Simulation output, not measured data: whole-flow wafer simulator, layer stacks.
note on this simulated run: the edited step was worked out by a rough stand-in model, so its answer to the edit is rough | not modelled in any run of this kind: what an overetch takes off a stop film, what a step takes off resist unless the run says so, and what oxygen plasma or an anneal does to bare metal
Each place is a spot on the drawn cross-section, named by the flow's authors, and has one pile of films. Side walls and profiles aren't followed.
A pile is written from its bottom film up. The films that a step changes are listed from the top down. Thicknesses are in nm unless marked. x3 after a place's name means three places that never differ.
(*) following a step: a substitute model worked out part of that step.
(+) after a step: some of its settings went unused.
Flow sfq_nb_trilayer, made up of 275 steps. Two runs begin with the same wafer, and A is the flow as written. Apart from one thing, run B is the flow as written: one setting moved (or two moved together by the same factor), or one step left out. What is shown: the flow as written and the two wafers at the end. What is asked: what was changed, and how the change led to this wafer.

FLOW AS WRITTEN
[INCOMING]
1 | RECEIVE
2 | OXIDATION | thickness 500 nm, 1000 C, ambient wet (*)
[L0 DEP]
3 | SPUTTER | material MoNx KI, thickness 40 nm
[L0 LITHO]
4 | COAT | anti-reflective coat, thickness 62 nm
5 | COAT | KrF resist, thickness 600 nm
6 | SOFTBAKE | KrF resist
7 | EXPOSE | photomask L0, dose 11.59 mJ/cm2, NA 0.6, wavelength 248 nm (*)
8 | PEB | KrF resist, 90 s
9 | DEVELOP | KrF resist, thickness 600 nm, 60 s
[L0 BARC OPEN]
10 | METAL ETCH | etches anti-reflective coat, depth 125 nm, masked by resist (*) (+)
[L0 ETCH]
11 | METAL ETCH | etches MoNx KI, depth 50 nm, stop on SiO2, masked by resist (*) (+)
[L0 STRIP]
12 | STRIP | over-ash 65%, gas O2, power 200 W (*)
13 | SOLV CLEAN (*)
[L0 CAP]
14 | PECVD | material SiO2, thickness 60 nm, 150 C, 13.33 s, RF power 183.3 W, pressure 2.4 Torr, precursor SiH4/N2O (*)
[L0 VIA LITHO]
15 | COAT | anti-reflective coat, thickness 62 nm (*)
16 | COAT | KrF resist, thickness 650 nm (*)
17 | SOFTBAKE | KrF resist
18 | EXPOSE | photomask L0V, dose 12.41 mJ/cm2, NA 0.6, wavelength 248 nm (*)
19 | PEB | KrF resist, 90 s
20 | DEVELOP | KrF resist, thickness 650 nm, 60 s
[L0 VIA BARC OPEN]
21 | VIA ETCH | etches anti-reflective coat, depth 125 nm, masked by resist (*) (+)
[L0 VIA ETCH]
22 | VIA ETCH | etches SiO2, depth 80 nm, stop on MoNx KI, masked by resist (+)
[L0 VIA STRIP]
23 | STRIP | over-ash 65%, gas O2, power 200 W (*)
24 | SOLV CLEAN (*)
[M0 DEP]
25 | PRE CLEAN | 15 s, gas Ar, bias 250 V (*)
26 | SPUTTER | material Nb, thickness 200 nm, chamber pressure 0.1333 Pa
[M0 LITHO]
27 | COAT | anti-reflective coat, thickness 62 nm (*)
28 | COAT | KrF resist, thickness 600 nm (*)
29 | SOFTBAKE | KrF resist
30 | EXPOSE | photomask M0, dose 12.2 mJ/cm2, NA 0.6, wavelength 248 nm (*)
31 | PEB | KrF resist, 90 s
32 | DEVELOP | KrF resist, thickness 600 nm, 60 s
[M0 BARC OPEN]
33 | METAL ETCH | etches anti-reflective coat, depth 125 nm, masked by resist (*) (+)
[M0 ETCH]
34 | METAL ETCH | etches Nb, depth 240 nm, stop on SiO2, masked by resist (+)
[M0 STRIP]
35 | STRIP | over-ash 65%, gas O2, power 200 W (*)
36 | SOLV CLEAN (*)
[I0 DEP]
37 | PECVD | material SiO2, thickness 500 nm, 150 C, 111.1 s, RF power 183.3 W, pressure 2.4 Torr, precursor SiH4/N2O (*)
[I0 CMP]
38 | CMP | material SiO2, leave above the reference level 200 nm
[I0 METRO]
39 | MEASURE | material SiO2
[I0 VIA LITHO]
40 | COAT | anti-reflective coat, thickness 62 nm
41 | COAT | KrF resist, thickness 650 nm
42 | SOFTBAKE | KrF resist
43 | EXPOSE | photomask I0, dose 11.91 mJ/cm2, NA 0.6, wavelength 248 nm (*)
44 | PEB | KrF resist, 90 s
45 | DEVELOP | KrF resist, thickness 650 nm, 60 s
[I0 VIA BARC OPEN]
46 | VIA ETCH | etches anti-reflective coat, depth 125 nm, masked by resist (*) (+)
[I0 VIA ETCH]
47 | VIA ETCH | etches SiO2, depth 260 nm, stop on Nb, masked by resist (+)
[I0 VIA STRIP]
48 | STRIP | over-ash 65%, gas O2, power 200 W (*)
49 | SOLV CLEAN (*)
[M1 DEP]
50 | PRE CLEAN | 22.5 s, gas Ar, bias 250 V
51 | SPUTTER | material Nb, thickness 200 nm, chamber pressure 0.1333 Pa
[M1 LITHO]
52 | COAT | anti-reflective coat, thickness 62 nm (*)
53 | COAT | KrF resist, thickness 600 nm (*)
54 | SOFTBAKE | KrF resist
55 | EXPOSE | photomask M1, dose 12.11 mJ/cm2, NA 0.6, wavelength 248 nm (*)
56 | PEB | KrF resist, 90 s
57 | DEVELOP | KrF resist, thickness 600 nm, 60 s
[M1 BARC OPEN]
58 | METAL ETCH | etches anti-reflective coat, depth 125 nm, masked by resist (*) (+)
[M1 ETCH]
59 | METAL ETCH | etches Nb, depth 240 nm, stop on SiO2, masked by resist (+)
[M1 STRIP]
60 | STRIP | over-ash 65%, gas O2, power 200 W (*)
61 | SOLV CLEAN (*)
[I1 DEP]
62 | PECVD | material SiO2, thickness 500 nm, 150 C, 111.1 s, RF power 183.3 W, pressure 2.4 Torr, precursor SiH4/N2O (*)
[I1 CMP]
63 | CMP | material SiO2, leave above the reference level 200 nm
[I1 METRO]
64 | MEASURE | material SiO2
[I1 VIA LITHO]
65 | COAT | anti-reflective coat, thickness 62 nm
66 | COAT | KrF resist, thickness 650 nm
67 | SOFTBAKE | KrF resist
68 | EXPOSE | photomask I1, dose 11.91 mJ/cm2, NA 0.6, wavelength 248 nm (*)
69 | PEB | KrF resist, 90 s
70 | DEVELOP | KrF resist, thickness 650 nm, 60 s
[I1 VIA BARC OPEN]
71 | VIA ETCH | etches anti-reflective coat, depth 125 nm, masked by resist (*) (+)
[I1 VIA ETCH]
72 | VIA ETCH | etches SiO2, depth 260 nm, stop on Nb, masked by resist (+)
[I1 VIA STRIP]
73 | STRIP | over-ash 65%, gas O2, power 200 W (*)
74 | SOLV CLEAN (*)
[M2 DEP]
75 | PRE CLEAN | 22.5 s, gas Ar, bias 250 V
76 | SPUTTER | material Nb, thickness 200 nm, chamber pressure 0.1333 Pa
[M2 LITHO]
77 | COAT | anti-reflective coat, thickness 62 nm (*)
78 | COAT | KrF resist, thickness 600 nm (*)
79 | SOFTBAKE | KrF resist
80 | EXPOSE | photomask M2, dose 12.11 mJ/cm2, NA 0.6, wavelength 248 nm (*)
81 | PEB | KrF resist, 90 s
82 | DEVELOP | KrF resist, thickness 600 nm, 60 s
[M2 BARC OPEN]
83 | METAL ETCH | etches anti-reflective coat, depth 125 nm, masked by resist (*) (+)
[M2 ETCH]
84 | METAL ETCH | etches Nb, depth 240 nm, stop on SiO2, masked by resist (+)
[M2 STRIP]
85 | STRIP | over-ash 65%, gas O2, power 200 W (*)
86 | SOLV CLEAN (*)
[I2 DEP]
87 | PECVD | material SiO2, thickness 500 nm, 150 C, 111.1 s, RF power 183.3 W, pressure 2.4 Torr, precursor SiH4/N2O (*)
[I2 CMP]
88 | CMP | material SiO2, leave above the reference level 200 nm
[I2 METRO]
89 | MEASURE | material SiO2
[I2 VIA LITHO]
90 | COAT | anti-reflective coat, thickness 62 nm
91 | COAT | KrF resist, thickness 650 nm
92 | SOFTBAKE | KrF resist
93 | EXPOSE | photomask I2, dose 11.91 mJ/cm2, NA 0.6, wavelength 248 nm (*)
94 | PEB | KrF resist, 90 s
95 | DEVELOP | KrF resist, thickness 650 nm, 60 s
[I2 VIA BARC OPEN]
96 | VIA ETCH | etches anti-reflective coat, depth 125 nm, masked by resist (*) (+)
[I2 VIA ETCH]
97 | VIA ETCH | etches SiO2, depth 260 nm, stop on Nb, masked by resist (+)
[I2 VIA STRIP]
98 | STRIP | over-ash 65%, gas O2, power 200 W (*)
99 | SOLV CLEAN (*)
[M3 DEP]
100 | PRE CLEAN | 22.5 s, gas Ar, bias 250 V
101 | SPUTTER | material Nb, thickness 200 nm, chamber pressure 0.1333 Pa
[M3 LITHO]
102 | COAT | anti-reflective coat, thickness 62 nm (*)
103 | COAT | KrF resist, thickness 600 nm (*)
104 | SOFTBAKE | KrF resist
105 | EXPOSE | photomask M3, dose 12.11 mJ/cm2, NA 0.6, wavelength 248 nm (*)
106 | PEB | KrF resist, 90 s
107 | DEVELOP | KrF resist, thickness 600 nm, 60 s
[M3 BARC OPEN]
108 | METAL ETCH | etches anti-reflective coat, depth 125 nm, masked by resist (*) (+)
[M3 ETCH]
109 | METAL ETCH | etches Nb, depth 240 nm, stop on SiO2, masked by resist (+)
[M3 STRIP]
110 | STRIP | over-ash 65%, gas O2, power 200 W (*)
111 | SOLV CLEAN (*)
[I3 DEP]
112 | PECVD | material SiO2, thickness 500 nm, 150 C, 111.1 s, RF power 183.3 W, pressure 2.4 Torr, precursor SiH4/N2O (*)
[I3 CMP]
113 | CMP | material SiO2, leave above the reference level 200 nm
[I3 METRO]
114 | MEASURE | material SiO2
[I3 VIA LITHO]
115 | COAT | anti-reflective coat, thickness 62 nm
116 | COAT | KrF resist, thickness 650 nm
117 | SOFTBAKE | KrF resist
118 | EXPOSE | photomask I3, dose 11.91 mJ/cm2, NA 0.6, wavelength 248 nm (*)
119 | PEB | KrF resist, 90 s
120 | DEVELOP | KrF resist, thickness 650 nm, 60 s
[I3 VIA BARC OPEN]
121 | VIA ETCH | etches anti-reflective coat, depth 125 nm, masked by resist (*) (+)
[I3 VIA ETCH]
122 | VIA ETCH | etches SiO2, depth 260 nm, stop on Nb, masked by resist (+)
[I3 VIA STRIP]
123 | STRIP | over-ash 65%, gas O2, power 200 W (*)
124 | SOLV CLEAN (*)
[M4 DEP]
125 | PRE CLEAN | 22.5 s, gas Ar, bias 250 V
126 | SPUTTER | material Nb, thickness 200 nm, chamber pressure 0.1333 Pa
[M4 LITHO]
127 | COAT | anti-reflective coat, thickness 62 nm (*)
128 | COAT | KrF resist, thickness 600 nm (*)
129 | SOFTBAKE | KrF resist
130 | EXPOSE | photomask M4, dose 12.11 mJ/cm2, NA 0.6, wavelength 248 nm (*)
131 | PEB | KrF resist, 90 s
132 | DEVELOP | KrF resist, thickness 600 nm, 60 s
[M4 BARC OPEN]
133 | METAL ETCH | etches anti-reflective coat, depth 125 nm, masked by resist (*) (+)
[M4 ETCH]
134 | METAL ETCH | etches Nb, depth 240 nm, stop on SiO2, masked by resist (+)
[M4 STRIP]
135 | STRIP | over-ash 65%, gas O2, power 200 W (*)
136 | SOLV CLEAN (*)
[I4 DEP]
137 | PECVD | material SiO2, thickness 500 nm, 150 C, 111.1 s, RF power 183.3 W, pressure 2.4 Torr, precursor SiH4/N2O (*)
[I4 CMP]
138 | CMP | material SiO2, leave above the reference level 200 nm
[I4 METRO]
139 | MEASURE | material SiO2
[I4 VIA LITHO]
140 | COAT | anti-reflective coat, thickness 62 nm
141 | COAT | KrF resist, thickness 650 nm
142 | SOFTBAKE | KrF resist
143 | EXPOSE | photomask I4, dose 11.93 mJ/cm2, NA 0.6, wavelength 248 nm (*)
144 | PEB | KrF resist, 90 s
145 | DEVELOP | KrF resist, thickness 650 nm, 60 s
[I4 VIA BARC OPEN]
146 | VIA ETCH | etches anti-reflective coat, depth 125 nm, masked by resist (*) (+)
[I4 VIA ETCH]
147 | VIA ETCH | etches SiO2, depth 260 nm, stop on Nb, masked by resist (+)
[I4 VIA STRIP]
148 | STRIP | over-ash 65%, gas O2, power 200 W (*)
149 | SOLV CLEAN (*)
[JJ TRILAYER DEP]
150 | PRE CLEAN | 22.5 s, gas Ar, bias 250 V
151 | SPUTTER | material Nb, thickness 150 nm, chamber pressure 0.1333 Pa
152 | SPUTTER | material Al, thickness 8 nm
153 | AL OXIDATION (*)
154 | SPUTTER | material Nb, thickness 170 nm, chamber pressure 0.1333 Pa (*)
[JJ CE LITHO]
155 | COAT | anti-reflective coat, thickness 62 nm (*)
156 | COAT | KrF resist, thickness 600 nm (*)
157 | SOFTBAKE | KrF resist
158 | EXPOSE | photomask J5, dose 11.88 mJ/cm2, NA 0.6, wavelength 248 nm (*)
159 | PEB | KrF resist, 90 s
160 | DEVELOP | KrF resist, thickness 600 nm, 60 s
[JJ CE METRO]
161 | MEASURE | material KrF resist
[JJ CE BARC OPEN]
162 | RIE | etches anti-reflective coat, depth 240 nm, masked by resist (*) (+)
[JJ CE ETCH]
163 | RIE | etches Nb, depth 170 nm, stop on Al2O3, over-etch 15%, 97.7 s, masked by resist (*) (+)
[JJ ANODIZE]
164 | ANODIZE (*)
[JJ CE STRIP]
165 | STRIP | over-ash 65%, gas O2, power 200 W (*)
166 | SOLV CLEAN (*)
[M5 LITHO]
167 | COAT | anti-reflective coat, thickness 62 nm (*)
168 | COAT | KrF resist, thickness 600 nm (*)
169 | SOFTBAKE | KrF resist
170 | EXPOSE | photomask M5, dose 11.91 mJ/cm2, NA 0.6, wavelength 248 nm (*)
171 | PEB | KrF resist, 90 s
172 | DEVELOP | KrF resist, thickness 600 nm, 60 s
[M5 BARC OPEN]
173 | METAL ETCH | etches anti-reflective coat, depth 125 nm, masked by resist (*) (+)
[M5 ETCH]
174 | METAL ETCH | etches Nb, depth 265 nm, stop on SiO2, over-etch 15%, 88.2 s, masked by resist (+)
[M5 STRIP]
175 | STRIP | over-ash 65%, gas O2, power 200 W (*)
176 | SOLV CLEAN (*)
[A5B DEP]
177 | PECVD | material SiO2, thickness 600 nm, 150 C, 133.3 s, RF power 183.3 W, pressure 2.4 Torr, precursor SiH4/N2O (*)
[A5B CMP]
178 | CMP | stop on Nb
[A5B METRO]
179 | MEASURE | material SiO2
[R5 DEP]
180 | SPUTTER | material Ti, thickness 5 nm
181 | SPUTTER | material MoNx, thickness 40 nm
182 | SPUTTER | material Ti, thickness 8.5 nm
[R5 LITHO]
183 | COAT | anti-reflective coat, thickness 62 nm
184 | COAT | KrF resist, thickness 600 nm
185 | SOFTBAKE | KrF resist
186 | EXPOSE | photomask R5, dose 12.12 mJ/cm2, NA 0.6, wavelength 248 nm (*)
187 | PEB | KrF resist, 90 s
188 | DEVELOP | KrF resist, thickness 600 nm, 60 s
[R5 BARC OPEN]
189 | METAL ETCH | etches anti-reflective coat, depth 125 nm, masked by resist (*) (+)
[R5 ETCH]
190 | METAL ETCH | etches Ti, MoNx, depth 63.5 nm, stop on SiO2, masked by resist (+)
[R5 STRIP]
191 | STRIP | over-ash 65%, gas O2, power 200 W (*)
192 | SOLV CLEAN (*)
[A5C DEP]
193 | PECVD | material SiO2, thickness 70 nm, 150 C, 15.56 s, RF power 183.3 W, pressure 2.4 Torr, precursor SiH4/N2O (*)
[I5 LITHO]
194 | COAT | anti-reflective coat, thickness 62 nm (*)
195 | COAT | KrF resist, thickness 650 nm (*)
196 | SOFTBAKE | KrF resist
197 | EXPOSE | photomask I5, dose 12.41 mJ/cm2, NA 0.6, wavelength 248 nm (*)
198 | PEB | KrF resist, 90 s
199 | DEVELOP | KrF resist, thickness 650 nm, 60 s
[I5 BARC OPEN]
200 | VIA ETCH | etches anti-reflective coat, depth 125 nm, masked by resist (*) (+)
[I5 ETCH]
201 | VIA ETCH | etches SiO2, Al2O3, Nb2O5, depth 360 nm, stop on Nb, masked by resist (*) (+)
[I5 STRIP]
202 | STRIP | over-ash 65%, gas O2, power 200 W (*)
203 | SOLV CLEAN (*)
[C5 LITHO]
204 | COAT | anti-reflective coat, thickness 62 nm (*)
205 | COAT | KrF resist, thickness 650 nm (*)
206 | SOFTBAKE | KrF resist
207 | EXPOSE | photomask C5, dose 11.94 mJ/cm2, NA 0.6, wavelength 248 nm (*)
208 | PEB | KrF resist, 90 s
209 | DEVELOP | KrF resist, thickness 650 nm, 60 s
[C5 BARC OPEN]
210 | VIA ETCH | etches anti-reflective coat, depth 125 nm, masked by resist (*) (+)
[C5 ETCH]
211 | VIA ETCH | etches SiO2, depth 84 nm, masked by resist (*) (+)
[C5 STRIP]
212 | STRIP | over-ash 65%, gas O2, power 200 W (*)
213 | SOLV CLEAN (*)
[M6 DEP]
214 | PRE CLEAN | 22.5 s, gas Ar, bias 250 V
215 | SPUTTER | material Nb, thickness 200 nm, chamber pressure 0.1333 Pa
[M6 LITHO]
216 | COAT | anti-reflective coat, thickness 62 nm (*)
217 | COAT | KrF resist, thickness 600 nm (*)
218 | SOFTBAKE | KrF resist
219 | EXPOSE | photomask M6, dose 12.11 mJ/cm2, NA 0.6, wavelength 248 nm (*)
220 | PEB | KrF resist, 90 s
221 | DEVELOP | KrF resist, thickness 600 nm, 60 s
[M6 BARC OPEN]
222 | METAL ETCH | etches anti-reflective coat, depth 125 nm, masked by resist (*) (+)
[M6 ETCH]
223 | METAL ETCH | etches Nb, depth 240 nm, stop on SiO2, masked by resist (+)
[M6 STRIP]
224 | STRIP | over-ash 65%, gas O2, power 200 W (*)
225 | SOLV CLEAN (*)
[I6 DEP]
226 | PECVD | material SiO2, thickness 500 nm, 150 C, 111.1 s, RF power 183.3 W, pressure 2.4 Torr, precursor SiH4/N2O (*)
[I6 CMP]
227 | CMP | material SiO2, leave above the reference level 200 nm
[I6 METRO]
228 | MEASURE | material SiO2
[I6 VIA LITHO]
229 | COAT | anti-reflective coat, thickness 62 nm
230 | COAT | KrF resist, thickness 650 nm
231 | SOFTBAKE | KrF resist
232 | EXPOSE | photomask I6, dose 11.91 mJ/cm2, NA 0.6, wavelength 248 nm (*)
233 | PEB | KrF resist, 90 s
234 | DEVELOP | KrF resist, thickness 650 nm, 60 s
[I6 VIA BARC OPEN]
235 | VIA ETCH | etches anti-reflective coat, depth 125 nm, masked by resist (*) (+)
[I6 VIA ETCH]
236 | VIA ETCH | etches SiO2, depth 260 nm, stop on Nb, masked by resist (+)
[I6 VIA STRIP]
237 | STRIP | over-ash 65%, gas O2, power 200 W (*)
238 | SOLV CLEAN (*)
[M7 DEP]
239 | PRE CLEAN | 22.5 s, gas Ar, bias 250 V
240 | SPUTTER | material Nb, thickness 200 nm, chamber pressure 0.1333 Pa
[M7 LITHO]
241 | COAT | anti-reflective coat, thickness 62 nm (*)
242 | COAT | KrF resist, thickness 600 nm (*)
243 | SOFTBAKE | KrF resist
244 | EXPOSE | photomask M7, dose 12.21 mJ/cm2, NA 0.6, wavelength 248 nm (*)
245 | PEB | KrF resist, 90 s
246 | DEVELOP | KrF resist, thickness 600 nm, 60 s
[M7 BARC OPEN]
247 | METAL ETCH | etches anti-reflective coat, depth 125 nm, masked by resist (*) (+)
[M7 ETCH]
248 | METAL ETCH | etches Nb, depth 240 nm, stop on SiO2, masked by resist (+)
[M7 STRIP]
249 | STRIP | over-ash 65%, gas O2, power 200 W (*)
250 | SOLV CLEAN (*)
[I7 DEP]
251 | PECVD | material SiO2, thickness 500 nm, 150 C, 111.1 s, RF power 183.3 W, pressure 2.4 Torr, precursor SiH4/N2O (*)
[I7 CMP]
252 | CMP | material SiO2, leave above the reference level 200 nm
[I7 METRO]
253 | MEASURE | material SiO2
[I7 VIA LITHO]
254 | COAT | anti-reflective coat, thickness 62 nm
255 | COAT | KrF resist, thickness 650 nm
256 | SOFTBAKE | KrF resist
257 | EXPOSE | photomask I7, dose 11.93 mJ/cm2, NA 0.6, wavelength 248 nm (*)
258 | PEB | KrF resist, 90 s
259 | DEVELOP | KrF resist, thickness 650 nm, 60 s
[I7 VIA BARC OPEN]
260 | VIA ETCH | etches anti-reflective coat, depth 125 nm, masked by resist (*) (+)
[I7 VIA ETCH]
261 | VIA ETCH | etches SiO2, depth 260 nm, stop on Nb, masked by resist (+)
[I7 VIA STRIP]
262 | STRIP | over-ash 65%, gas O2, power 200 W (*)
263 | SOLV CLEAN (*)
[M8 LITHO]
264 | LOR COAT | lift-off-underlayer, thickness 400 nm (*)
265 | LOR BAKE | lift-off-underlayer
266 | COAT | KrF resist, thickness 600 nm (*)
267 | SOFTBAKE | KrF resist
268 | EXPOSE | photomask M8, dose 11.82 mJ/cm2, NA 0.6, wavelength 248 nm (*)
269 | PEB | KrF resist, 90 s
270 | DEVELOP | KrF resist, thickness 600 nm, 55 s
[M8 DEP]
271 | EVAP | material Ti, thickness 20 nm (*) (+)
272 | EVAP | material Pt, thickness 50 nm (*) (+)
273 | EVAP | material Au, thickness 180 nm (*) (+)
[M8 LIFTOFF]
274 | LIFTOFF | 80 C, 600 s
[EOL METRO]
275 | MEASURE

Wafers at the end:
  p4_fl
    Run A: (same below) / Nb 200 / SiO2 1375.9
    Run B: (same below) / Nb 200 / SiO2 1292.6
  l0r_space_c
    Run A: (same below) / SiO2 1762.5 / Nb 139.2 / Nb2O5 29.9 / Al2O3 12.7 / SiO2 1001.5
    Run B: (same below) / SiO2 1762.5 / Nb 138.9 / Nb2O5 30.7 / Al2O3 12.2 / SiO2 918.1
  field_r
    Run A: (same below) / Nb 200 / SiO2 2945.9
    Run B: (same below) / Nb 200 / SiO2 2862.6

The reason: step 154, SPUTTER: thickness 86.7 nm was run, though the flow has thickness 170 nm.

The path from the change to this, step by step:
  154 | SPUTTER | material Nb, thickness 170 nm, chamber pressure 0.1333 Pa (*)
      field_l, v_sur, via_sp and 100 more: A Nb gains 170 (new film) | B Nb gains 86.7 (new film)
      via_wl, via_wr: A Nb gains 140.7 (new film) | B Nb gains 71.6 (new film)
      (also at 1 further place)
  155 | COAT | anti-reflective coat, thickness 62 nm (*)
      via_wl, via_wr: A anti-reflective coat gains 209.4 (new film) | B anti-reflective coat gains 189.6 (new film)
      via_w: A anti-reflective coat gains 97.4 (new film) | B anti-reflective coat gains 91.6 (new film)
  162 | RIE | etches anti-reflective coat, depth 240 nm, masked by resist (*) (+)
      ce_l, c5j, ce_r, wl_jj: A KrF resist loses 209.4 | B KrF resist loses 189.6
      via_wl, via_wr: A anti-reflective coat loses 209.4 (all of it) | B anti-reflective coat loses 189.6 (all of it)
      (also at 1 further place)
  163 | RIE | etches Nb, depth 170 nm, stop on Al2O3, over-etch 15%, 97.7 s, masked by resist (*) (+)
      field_l, v_sur, via_sp and 96 more: A Nb loses 170 (all of it), Al2O3 loses 0.51 | B Nb loses 86.7 (all of it), Al2O3 loses 0.96 (all of it)
      via_wl, via_wr: A Nb loses 140.7 (all of it), Al2O3 loses 0.96 (all of it) | B Nb loses 71.6 (all of it), Al2O3 loses 0.96 (all of it)
      (also at 1 further place)
  164 | ANODIZE (*)
      field_l, v_sur, via_sp and 96 more: A Al2O3 gains 12.2, Nb2O5 gains 29.9 (new film), Al loses 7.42 (all of it), Nb loses 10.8 | B Al2O3 gains 12.2 (new film), Nb2O5 gains 30.7 (new film), Al loses 7.42 (all of it), Nb loses 11.1
  165 | STRIP | over-ash 65%, gas O2, power 200 W (*)
      ce_l: A KrF resist loses 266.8 (all of it), anti-reflective coat loses 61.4 (all of it) | B KrF resist loses 286.5 (all of it), anti-reflective coat loses 61.5 (all of it)
      c5j: A KrF resist loses 266.9 (all of it), anti-reflective coat loses 61.5 (all of it) | B KrF resist loses 286.6 (all of it), anti-reflective coat loses 61.5 (all of it)
      (also at 2 further places)
  167 | COAT | anti-reflective coat, thickness 62 nm (*)
      wl_j_sl, wl_j_sr: A anti-reflective coat gains 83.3 (new film) | B anti-reflective coat gains 72.6 (new film)
      gap: A anti-reflective coat gains 58.9 (new film) | B anti-reflective coat gains 61.2 (new film)
      (also at 8 further places)
  168 | COAT | KrF resist, thickness 600 nm (*)
      ce_l: A KrF resist gains 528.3 (new film) | B KrF resist gains 573.8 (new film)
      c5j: A KrF resist gains 507.6 (new film) | B KrF resist gains 561 (new film)
      (also at 2 further places)
  173 | METAL ETCH | etches anti-reflective coat, depth 125 nm, masked by resist (*) (+)
      wl_a_sl: A anti-reflective coat loses 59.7 (all of it), Al2O3 loses 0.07 | B anti-reflective coat loses 61.9 (all of it)
  174 | METAL ETCH | etches Nb, depth 265 nm, stop on SiO2, over-etch 15%, 88.2 s, masked by resist (+)
      field_l, r_sur, res and 50 more: A Al2O3 loses 12.6 (all of it), Nb2O5 loses 29.9 (all of it), Nb loses 139.2 (all of it), SiO2 loses 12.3 | B Al2O3 loses 12.2 (all of it), Nb2O5 loses 30.7 (all of it), Nb loses 138.9 (all of it), SiO2 loses 12.3
  175 | STRIP | over-ash 65%, gas O2, power 200 W (*)
      wl_j_sl, wl_j_sr: A KrF resist loses 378 (all of it), anti-reflective coat loses 83.3 (all of it) | B KrF resist loses 371.9 (all of it), anti-reflective coat loses 72.6 (all of it)
      gap: A KrF resist loses 383.4 (all of it), anti-reflective coat loses 58.9 (all of it) | B KrF resist loses 374.1 (all of it), anti-reflective coat loses 61.2 (all of it)
      (also at 7 further places)
  178 | CMP | stop on Nb
      v_sur, via_sp, via_v and 43 more: A SiO2 loses 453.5 | B SiO2 loses 536.9
      field_l, p4_fl, p4_fm and 39 more: A SiO2 loses 259.3 | B SiO2 loses 342.6
      (also at 14 further places)
  201 | VIA ETCH | etches SiO2, Al2O3, Nb2O5, depth 360 nm, stop on Nb, masked by resist (*) (+)
      be: A SiO2 loses 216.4 (all of it), Al2O3 loses 12.7 (all of it), Nb2O5 loses 29.9 (all of it) | B SiO2 loses 133 (all of it), Al2O3 loses 12.2 (all of it), Nb2O5 loses 30.7 (all of it)
  204 | COAT | anti-reflective coat, thickness 62 nm (*)
      wire: A anti-reflective coat gains 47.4 (new film) | B anti-reflective coat gains 49.8 (new film)
      be: A anti-reflective coat gains 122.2 (new film) | B anti-reflective coat gains 109.9 (new film)
      (also at 1 further place)
  205 | COAT | KrF resist, thickness 650 nm (*)
      be: A KrF resist gains 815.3 (new film) | B KrF resist gains 755.9 (new film)
  212 | STRIP | over-ash 65%, gas O2, power 200 W (*)
      wire: A KrF resist loses 555.8 (all of it), anti-reflective coat loses 47.4 (all of it) | B KrF resist loses 560.5 (all of it), anti-reflective coat loses 49.8 (all of it)
      be: A KrF resist loses 728.2 (all of it), anti-reflective coat loses 122.2 (all of it) | B KrF resist loses 668.8 (all of it), anti-reflective coat loses 109.9 (all of it)
      (also at 1 further place)
  ... 4 further steps ...
  226 | PECVD | material SiO2, thickness 500 nm, 150 C, 111.1 s, RF power 183.3 W, pressure 2.4 Torr, precursor SiH4/N2O (*)
      be: A SiO2 gains 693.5 (new film) | B SiO2 gains 591 (new film)
